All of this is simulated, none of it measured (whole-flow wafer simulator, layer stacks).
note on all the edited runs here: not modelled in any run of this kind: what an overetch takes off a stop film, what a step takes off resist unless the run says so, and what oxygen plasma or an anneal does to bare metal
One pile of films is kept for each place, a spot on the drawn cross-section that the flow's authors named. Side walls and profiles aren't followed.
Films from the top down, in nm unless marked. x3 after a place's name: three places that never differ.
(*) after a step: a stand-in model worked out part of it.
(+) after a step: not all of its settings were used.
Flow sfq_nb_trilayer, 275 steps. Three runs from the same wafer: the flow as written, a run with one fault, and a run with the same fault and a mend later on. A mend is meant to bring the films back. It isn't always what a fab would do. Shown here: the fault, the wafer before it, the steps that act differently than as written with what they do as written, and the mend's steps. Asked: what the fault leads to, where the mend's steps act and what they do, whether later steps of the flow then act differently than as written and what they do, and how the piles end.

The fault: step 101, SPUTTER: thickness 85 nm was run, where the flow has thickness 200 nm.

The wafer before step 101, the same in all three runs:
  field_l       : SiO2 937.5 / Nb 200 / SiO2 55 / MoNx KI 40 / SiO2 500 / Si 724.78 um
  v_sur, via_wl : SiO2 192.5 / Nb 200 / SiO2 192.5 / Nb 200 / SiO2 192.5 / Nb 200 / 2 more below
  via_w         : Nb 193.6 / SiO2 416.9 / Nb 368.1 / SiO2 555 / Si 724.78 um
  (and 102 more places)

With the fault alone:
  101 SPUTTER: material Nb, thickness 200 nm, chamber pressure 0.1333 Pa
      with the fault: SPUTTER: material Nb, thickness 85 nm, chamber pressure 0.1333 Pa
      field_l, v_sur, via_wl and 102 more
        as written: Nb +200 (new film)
        with the fault: Nb +85 (new film)
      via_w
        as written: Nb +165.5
        with the fault: Nb +70
  Later steps of the flow that act differently than as written (4 more steps differ only slightly, by at most 2% or 0.5 nm, whichever is larger, and aren't shown):
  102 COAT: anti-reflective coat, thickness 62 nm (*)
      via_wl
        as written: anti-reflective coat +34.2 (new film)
        with the fault: anti-reflective coat +31.8 (new film)
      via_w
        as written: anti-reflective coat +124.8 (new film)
        with the fault: anti-reflective coat +119 (new film)
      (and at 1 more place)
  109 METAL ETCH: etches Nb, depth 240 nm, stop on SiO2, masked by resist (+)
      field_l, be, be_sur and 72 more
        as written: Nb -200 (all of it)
        with the fault: Nb -85 (all of it)
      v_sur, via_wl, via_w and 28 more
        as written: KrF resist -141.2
        with the fault: KrF resist -75
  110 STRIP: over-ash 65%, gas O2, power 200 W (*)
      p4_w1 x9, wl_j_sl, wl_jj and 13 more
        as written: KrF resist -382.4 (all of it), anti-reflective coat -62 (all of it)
        with the fault: KrF resist -448.6 (all of it), anti-reflective coat -62 (all of it)
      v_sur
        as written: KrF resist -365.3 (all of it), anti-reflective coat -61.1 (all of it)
        with the fault: KrF resist -433.9 (all of it), anti-reflective coat -60.5 (all of it)
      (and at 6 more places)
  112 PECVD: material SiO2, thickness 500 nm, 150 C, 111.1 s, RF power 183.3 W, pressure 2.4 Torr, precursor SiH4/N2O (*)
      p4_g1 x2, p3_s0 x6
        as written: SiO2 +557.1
        with the fault: SiO2 +500
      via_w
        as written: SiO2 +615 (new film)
        with the fault: SiO2 +582.8 (new film)
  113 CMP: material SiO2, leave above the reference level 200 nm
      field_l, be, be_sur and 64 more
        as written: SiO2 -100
        with the fault: SiO2 -215
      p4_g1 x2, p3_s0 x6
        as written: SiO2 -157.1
        with the fault: SiO2 -215
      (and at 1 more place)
  At the end the piles differ from the flow's by more than 2% or 0.5 nm, whichever is larger, at field_l, v_sur, via_wl and 103 more.
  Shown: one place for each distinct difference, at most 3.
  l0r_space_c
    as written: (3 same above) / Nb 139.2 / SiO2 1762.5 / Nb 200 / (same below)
    with the fault: (3 same above) / Nb 139.2 / SiO2 1647.5 / Nb 200 / (same below)
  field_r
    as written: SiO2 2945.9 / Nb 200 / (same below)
    with the fault: SiO2 2830.9 / Nb 200 / (same below)
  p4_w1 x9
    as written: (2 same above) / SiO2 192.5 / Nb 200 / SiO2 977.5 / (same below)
    with the fault: (2 same above) / SiO2 192.5 / Nb 85 / SiO2 977.5 / (same below)

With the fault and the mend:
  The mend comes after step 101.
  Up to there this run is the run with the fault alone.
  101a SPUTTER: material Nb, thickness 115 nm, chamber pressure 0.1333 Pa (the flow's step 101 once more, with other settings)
      field_l, v_sur, via_wl and 102 more
        Nb +115
      via_w
        Nb +94.9
  No later step of the flow acts differently than as written, at any place that is followed, by more than 2% or 0.5 nm, whichever is larger.
  At the end the piles differ from the flow's only slightly at the places that both follow, by at most 2% or 0.5 nm, whichever is larger.
